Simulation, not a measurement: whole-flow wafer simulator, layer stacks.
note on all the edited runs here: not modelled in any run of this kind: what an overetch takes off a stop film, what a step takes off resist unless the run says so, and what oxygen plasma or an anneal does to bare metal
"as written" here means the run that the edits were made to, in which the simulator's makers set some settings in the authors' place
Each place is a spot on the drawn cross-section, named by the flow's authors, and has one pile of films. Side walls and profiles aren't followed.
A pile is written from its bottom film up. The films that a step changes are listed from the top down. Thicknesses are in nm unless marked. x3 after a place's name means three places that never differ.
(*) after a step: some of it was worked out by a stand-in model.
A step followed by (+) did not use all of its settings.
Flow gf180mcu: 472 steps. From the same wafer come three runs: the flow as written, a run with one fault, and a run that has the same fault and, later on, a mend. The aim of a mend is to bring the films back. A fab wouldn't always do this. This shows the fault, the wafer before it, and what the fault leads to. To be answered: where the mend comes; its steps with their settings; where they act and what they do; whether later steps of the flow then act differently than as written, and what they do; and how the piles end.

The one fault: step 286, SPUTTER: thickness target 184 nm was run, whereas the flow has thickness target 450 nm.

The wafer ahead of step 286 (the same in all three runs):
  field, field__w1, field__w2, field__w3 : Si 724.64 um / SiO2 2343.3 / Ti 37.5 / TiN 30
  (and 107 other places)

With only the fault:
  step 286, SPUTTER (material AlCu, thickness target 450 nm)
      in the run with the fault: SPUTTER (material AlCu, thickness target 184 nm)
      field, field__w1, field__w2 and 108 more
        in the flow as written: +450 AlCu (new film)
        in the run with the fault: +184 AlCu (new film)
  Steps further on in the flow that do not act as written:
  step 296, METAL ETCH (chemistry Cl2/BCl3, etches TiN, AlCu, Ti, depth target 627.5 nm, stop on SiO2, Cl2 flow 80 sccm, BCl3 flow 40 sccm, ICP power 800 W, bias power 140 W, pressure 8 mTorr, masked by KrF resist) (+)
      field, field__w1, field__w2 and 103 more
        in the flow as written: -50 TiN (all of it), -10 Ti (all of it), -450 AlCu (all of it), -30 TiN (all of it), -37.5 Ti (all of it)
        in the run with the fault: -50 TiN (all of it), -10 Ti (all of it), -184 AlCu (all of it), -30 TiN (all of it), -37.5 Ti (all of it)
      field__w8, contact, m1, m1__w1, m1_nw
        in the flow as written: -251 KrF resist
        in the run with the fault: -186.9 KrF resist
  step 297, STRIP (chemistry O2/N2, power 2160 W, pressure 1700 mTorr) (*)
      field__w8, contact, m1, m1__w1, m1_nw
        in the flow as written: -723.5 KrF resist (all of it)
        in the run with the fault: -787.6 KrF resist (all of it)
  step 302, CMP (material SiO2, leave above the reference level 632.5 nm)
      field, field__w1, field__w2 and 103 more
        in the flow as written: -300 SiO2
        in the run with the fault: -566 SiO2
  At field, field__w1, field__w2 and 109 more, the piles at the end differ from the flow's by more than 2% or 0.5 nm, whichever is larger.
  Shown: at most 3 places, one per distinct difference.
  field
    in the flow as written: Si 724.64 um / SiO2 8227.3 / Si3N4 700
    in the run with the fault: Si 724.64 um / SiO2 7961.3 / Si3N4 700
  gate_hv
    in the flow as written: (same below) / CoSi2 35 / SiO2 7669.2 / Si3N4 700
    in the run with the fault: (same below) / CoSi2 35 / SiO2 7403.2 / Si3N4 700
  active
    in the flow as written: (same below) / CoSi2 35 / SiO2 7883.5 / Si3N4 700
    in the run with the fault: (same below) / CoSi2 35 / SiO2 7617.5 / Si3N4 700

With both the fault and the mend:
  The mend follows step 286.
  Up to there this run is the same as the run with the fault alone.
  step 286a, SPUTTER (material AlCu, thickness target 266 nm) (the flow's step 286, run once more with other settings)
      field, field__w1, field__w2 and 108 more
        +266 AlCu
  None of the later steps of the flow acts differently than as written at any place that is followed.
  By the end, the piles equal the flow's at every place that both follow.
